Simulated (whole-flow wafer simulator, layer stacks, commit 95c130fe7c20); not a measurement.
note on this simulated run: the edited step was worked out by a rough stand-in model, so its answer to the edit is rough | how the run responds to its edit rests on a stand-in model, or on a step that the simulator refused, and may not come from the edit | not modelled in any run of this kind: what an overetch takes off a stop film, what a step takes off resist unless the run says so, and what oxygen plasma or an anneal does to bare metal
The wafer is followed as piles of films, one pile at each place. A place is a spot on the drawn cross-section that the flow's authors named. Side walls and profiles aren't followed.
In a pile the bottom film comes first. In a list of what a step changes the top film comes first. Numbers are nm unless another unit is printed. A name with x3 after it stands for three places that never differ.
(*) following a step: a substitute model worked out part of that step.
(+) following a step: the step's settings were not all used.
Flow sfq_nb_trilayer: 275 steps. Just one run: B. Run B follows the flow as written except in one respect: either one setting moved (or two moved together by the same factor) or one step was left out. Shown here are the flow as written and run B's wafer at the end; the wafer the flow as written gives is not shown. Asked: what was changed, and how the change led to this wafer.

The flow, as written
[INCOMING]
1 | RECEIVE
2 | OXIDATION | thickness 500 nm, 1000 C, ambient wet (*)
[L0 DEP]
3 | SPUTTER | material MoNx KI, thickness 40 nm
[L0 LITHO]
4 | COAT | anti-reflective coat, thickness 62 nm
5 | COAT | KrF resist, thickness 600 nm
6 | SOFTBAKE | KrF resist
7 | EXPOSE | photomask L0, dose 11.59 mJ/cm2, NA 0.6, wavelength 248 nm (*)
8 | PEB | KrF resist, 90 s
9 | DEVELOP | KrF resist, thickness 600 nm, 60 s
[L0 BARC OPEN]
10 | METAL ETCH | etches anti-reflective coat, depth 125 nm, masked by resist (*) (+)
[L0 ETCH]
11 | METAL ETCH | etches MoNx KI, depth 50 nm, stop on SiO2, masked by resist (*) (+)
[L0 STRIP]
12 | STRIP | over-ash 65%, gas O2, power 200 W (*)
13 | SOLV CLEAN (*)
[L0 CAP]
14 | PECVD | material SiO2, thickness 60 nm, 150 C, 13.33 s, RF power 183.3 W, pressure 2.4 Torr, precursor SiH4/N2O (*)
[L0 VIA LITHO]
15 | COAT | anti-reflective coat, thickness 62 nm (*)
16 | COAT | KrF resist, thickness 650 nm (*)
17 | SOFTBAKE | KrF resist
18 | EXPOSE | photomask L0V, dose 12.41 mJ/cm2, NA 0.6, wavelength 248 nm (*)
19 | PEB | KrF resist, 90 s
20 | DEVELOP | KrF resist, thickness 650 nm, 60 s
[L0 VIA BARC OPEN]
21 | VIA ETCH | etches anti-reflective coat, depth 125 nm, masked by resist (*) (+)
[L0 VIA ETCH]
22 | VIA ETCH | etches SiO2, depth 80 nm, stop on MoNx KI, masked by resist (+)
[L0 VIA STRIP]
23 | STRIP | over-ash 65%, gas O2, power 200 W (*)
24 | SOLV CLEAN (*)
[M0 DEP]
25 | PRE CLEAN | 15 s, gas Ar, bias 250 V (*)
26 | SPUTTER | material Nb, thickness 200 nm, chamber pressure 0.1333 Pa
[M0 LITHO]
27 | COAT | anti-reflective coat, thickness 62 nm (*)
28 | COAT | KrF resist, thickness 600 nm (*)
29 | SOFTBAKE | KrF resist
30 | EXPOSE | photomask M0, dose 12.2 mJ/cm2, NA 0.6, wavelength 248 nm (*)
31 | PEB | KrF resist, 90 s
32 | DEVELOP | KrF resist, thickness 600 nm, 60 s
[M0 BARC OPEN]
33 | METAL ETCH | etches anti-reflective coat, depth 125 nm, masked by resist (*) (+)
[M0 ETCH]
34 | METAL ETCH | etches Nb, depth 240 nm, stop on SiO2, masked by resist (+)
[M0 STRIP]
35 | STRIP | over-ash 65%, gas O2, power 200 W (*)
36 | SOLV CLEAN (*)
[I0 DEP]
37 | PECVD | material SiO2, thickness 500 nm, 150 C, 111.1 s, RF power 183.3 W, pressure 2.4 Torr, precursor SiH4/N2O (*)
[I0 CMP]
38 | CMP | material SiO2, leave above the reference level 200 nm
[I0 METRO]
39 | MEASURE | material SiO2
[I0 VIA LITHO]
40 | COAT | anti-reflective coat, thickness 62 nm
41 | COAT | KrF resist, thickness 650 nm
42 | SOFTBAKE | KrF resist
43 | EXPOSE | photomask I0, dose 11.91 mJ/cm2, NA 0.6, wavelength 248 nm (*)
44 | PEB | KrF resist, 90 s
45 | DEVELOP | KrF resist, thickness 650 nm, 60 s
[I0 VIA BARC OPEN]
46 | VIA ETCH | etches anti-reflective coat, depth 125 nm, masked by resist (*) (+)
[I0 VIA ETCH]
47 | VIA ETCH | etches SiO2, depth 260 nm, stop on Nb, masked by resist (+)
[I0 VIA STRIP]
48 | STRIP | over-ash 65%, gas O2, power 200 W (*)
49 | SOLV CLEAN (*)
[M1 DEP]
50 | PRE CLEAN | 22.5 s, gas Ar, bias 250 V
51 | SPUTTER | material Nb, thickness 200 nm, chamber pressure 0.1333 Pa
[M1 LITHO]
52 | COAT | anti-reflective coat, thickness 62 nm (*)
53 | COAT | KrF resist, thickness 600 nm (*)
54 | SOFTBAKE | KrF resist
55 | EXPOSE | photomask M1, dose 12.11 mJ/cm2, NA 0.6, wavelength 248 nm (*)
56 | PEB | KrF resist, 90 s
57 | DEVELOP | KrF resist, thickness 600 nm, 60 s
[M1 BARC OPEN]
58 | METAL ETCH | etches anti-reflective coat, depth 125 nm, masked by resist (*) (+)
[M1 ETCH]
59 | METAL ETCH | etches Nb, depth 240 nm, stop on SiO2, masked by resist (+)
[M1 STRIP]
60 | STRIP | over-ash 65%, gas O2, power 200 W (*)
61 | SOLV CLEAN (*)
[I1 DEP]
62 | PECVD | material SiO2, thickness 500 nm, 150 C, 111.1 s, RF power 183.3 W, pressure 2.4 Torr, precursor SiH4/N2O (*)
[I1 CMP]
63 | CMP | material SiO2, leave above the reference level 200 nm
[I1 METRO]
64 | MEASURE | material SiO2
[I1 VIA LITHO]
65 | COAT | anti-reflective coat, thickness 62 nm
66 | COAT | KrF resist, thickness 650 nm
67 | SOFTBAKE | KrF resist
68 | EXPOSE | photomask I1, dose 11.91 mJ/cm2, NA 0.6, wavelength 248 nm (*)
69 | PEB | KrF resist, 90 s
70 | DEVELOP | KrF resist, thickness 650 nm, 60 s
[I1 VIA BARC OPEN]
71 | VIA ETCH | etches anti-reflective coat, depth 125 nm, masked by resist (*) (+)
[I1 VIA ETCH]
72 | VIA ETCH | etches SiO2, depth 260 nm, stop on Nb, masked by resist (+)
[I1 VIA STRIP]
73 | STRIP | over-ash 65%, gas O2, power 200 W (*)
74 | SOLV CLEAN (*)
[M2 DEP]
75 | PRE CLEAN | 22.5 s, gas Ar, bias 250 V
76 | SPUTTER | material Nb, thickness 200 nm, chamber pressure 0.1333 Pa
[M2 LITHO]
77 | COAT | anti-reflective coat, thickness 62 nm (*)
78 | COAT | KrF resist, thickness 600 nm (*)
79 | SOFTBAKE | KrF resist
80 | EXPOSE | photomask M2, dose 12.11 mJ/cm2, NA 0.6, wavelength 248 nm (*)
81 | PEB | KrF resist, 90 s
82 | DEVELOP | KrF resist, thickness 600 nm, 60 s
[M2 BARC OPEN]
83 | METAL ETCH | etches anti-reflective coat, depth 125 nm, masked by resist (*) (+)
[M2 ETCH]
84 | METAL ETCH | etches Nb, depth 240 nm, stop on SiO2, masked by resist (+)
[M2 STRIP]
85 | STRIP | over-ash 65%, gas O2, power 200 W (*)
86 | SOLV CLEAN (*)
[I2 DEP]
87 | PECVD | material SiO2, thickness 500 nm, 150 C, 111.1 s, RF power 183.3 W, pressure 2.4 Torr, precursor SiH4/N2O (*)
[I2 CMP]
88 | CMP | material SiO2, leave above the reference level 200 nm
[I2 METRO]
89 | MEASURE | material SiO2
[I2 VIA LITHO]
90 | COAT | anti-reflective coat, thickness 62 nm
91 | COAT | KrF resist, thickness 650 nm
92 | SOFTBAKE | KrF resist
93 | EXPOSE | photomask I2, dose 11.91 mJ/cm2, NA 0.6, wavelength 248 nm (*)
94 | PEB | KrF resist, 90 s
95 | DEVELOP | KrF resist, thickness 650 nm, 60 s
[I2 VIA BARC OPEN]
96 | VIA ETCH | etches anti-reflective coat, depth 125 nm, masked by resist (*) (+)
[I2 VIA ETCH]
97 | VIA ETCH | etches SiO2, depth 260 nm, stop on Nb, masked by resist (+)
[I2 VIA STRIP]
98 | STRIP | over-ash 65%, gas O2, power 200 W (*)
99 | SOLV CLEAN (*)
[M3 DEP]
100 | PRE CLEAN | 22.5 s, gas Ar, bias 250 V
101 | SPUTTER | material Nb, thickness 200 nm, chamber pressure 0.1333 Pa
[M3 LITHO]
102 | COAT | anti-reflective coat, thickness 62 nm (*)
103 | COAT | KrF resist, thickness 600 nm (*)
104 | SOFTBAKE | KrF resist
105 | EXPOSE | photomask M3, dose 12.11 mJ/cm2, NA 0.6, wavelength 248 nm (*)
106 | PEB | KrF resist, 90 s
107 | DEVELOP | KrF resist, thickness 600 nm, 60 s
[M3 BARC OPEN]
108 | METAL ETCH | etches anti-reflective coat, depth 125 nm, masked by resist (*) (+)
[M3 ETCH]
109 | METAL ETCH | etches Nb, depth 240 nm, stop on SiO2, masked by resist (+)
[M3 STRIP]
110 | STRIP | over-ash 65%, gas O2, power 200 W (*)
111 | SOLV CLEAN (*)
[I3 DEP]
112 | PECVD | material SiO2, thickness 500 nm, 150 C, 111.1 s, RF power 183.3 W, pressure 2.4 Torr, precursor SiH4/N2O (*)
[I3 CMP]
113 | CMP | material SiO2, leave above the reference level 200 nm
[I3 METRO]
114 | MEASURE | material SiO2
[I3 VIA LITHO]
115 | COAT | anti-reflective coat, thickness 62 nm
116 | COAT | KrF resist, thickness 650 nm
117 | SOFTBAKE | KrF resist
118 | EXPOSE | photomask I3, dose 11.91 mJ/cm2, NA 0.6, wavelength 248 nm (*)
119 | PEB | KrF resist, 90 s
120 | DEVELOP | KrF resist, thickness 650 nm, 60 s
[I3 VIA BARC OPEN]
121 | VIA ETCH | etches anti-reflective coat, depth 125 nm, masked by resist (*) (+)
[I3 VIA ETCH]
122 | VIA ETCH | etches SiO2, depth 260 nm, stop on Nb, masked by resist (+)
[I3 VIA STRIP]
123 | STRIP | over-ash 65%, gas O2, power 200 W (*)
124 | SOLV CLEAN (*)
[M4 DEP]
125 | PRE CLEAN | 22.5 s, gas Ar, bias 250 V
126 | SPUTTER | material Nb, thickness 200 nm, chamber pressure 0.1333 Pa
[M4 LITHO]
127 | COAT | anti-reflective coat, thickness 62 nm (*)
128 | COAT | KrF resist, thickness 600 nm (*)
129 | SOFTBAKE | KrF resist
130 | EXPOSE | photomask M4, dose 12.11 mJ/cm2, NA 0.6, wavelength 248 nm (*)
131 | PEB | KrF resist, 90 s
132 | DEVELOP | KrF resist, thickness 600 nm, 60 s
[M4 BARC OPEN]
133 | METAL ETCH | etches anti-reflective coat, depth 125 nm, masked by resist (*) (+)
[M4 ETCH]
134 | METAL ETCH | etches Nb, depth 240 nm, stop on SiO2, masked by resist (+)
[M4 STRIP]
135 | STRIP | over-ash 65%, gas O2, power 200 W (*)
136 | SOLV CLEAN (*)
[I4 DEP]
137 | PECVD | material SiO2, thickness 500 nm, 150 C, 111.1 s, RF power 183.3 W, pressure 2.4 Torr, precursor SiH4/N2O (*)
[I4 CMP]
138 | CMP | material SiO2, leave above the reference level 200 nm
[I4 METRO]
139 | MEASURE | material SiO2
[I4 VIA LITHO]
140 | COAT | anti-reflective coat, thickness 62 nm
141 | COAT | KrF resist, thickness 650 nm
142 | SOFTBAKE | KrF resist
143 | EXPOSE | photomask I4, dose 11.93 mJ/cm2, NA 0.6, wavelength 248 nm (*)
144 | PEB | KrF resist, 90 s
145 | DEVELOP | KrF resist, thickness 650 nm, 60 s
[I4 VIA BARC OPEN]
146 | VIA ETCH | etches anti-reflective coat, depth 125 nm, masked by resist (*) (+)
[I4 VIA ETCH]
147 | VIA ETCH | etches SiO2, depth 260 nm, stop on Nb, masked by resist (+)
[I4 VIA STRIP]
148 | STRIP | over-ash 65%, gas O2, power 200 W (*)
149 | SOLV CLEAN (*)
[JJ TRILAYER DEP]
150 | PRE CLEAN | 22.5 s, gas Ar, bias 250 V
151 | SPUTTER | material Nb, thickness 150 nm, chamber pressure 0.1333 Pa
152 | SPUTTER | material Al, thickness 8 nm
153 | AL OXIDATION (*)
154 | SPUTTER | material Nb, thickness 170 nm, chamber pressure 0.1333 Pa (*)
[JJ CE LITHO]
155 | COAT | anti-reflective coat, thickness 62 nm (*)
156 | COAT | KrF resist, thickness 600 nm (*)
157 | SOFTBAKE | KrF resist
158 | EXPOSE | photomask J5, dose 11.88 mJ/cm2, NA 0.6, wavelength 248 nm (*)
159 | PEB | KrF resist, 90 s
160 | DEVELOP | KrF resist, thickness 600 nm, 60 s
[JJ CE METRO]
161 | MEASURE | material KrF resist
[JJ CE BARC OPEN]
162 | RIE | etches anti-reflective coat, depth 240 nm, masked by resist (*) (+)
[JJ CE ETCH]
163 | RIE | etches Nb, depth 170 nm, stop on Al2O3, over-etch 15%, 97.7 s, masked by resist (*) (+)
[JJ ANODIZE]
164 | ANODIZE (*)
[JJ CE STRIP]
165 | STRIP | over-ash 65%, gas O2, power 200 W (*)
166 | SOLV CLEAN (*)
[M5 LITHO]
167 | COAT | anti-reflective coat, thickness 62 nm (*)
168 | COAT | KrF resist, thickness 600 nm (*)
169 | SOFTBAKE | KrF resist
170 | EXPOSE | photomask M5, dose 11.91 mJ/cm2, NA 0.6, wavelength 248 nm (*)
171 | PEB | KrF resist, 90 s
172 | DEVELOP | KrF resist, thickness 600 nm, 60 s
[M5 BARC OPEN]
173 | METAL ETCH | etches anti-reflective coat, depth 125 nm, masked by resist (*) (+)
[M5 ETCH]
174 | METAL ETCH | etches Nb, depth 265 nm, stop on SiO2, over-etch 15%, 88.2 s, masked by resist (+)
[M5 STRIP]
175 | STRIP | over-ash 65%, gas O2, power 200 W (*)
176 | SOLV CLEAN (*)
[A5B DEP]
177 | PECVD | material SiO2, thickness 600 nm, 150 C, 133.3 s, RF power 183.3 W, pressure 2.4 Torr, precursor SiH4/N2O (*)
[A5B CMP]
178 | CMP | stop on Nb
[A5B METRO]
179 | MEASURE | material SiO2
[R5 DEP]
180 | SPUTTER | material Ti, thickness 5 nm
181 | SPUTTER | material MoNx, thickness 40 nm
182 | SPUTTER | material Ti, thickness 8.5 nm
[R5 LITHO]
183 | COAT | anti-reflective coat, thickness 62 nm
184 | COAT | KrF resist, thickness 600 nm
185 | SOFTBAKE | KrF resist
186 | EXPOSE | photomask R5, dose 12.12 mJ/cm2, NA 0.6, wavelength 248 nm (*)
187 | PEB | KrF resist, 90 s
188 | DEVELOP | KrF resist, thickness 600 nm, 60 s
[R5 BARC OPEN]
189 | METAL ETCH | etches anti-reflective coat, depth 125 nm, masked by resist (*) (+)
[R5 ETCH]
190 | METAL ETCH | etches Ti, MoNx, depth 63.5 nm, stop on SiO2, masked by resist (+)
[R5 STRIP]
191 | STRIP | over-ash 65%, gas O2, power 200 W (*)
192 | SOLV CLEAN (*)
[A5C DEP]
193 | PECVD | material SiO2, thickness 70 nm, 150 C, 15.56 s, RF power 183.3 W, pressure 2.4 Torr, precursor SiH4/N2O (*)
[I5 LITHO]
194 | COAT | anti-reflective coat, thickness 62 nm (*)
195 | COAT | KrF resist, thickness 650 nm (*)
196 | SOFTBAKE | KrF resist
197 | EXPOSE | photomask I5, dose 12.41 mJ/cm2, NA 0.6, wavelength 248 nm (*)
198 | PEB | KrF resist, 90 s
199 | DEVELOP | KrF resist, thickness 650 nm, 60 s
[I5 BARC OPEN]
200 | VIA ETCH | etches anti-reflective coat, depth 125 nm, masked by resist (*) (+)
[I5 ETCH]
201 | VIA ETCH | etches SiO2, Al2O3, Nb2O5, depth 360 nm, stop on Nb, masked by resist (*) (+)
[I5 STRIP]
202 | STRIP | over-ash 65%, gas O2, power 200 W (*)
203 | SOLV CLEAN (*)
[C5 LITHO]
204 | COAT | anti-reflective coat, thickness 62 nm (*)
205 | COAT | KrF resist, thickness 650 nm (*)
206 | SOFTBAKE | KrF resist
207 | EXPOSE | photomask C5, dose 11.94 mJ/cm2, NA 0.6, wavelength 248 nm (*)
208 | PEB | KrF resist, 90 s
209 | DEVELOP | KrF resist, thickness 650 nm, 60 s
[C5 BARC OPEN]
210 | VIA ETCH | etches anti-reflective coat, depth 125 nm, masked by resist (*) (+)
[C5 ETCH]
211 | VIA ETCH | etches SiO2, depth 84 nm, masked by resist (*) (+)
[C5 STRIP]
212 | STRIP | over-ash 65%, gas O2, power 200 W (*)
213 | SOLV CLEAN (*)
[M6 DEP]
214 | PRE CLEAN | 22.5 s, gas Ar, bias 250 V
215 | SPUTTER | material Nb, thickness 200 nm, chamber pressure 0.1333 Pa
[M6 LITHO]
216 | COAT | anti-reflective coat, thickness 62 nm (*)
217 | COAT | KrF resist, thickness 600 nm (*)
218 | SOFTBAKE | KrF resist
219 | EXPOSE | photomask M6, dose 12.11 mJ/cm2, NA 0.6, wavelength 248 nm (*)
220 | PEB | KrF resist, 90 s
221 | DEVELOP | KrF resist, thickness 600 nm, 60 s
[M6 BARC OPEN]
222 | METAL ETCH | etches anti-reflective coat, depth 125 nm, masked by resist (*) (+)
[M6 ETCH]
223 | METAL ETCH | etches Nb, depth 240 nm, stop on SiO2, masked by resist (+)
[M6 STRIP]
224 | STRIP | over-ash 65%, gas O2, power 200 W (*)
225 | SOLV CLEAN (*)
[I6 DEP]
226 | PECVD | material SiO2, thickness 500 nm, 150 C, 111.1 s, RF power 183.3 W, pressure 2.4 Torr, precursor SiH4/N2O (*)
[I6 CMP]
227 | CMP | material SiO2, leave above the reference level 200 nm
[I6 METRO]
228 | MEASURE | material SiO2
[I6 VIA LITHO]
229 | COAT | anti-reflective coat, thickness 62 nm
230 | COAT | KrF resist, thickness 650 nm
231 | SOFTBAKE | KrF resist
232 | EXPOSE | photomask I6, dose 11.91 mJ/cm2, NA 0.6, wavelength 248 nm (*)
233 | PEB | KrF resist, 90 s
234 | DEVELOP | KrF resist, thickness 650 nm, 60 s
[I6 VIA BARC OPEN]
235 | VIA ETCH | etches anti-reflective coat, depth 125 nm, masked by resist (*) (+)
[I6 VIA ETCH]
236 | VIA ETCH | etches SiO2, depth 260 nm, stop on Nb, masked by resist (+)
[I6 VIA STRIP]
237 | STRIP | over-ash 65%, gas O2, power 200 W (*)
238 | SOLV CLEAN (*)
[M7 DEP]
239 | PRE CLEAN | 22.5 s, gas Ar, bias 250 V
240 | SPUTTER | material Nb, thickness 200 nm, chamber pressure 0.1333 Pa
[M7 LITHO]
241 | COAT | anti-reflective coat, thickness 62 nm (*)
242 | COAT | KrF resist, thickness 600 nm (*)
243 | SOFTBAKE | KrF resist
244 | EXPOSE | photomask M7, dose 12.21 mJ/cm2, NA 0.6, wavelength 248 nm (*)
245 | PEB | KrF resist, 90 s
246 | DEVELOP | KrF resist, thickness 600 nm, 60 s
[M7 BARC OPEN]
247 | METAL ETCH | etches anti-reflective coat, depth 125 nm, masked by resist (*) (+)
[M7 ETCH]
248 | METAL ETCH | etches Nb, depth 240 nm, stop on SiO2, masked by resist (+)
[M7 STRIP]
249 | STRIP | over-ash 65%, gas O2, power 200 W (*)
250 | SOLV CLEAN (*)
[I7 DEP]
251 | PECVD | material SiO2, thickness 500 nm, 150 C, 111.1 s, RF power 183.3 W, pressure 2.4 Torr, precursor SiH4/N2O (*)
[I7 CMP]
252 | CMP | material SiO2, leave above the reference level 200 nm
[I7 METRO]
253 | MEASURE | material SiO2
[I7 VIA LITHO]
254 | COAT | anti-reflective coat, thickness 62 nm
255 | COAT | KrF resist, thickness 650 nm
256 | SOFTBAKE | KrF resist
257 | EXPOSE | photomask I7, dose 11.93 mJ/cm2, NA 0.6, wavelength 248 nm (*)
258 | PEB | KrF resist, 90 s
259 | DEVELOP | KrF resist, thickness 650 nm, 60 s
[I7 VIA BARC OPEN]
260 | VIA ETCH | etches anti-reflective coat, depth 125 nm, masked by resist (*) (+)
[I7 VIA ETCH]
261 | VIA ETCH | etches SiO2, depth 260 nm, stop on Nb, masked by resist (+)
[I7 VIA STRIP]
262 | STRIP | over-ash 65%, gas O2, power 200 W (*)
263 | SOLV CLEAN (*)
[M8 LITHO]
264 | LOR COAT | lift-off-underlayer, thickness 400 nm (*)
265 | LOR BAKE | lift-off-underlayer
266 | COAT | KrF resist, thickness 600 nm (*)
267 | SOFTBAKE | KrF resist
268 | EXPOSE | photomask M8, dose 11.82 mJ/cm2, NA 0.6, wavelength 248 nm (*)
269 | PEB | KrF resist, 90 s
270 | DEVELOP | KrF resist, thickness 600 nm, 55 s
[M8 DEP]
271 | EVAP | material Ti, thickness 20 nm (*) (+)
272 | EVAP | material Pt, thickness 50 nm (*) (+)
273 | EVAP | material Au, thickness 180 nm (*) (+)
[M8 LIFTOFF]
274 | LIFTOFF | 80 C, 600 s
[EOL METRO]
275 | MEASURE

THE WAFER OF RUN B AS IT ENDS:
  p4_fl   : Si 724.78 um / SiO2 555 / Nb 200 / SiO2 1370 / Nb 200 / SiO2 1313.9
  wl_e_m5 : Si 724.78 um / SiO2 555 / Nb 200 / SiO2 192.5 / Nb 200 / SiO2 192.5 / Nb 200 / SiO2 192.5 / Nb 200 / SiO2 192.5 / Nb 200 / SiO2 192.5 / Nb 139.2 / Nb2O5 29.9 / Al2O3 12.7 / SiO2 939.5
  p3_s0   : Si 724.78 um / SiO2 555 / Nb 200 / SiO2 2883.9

Cause: step 226, PECVD: thickness 238 nm was run, whereas the flow has thickness 500 nm; step 226, PECVD: 52.78 s was run, where the flow has 111.1 s.

How this came from the change, step by step:
  226 | PECVD | material SiO2, thickness 500 nm, 150 C, 111.1 s, RF power 183.3 W, pressure 2.4 Torr, precursor SiH4/N2O (*)
      field_l, p4_fl, p4_fm and 62 more: +238 SiO2 (it would be, as written: +500 SiO2)
      v_sur, via_wl, via_w and 21 more: +238 SiO2 (new film) (it would be, as written: +500 SiO2 (new film))
      (and at 17 other places as well)
  227 | CMP | material SiO2, leave above the reference level 200 nm
      field_l, p4_fl, p4_fm and 59 more: nothing (it would be, as written: -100 SiO2)
      moat, field_r, lsp_l, ln_m5, lsp_m: nothing (it would be, as written: -93.6 SiO2)
      (and at 39 other places as well)
  229 | COAT | anti-reflective coat, thickness 62 nm
      p3_l2, p3_s2, p3_s5, p3_l6: +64 anti-reflective coat (new film) (it would be, as written: +62 anti-reflective coat (new film))
      via_wr, wl_j_sl, wl_jj: +52.1 anti-reflective coat (new film) (it would be, as written: +62 anti-reflective coat (new film))
      (and at 86 other places as well)
  230 | COAT | KrF resist, thickness 650 nm
      p3_s0, wl_c_sl, wl_f_sl, m5r_line_l, m5r_line_r: +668 KrF resist (new film) (it would be, as written: +650 KrF resist (new film))
      lsp_m, l0v, wl_b_sl: +671 KrF resist (new film) (it would be, as written: +650 KrF resist (new film))
      (and at 73 other places as well)
  234 | DEVELOP | KrF resist, thickness 650 nm, 60 s
      via_v: -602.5 KrF resist (all of it) (it would be, as written: -648.6 KrF resist (all of it))
  235 | VIA ETCH | etches anti-reflective coat, depth 125 nm, masked by resist (*) (+)
      field_l, v_sur, via_wl and 102 more: -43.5 KrF resist (it would be, as written: -51.7 KrF resist)
      via_v: -52.2 anti-reflective coat (all of it), -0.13 SiO2 (it would be, as written: -62 anti-reflective coat (all of it), -0.16 SiO2)
  237 | STRIP | over-ash 65%, gas O2, power 200 W (*)
      p3_s3, p3_s4: -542 KrF resist (all of it), -63.8 anti-reflective coat (all of it) (it would be, as written: -528.6 KrF resist (all of it), -62 anti-reflective coat (all of it))
      m0r_line_l, m7r_line_l: -568.3 KrF resist (all of it), -62.2 anti-reflective coat (all of it) (it would be, as written: -528.6 KrF resist (all of it), -62 anti-reflective coat (all of it))
      (and at 96 other places as well)
  240 | SPUTTER | material Nb, thickness 200 nm, chamber pressure 0.1333 Pa
      lsp_r, l0_sur, l0v: +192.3 Nb (new film) (it would be, as written: +200 Nb (new film))
      be: +132.8 Nb (new film) (it would be, as written: +200 Nb (new film))
      (and at 4 other places as well)
  241 | COAT | anti-reflective coat, thickness 62 nm (*)
      p3_l2, p3_s2, p3_s5, p3_l6: +63.9 anti-reflective coat (new film) (it would be, as written: +62 anti-reflective coat (new film))
      m0r_space_l, m0r_space_r, m7r_space_l, m7r_space_r: +78.9 anti-reflective coat (new film) (it would be, as written: +62 anti-reflective coat (new film))
      (and at 86 other places as well)
  242 | COAT | KrF resist, thickness 600 nm (*)
      m0r_space_l, m0r_space_r, m7r_space_l, m7r_space_r, m8r_pad_w: +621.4 KrF resist (new film) (it would be, as written: +600 KrF resist (new film))
      m0r_line_l, m0r_line_r, m7r_line_l, m7r_line_r: +629.5 KrF resist (new film) (it would be, as written: +600 KrF resist (new film))
      (and at 72 other places as well)
  246 | DEVELOP | KrF resist, thickness 600 nm, 60 s
      m0r_space_l, m0r_space_r, m7r_space_l, m7r_space_r, m8r_pad_w: -620.1 KrF resist (all of it) (it would be, as written: -598.7 KrF resist (all of it))
      m0r_line_l, m0r_line_r: -628.2 KrF resist (all of it) (it would be, as written: -598.7 KrF resist (all of it))
      (and at 33 other places as well)
  247 | METAL ETCH | etches anti-reflective coat, depth 125 nm, masked by resist (*) (+)
      m5r_linepad_l, m5r_linepad_r, m8r_pad_l, m8r_pad_r: -125 anti-reflective coat (it would be, as written: -62 anti-reflective coat (all of it))
      v_sur, via_wl, via_w and 38 more: -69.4 KrF resist (it would be, as written: -51.7 KrF resist)
      (and at 51 other places as well)
  248 | METAL ETCH | etches Nb, depth 240 nm, stop on SiO2, masked by resist (+)
      m5r_linepad_l, m5r_linepad_r: -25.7 anti-reflective coat (all of it), -200 Nb (all of it) (it would be, as written: -200 Nb (all of it))
      m8r_pad_l, m8r_pad_r: -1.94 anti-reflective coat (all of it), -200 Nb (all of it) (it would be, as written: -200 Nb (all of it))
      (and at 2 other places as well)
  249 | STRIP | over-ash 65%, gas O2, power 200 W (*)
      m7r_line_l, m7r_line_r: -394 KrF resist (all of it), -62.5 anti-reflective coat (all of it) (it would be, as written: -382.4 KrF resist (all of it), -62 anti-reflective coat (all of it))
      v_sur: -301.7 KrF resist (all of it), -41.5 anti-reflective coat (all of it) (it would be, as written: -379.9 KrF resist (all of it), -61.4 anti-reflective coat (all of it))
      (and at 38 other places as well)
  251 | PECVD | material SiO2, thickness 500 nm, 150 C, 111.1 s, RF power 183.3 W, pressure 2.4 Torr, precursor SiH4/N2O (*)
      wl_c_sl, m6r_space_l, m6r_space_r: +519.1 SiO2 (it would be, as written: +500 SiO2)
      be: +344.1 SiO2 (new film) (it would be, as written: +500 SiO2 (new film))
      (and at 2 other places as well)
  252 | CMP | material SiO2, leave above the reference level 200 nm
      field_l, p4_fl, p4_fm and 53 more: nothing (it would be, as written: -100 SiO2)
      field_r, lsp_l: nothing (it would be, as written: -77.7 SiO2)
      (and at 23 other places as well)
  ... 8 further steps ...
  274 | LIFTOFF | 80 C, 600 s
      m5r_line_l, m5r_line_r: -180 Au (all of it), -50 Pt (all of it), -20 Ti (all of it), -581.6 KrF resist (all of it), -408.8 lift-off-underlayer (all of it) (it would be, as written: -180 Au (all of it), -50 Pt (all of it), -20 Ti (all of it), -576.2 KrF resist (all of it), -400 lift-off-underlayer (all of it))
      m5r_space_l, m5r_space_r: -180 Au (all of it), -50 Pt (all of it), -20 Ti (all of it), -577.7 KrF resist (all of it), -414.4 lift-off-underlayer (all of it) (it would be, as written: -180 Au (all of it), -50 Pt (all of it), -20 Ti (all of it), -576.2 KrF resist (all of it), -400 lift-off-underlayer (all of it))
      (and at 50 other places as well)
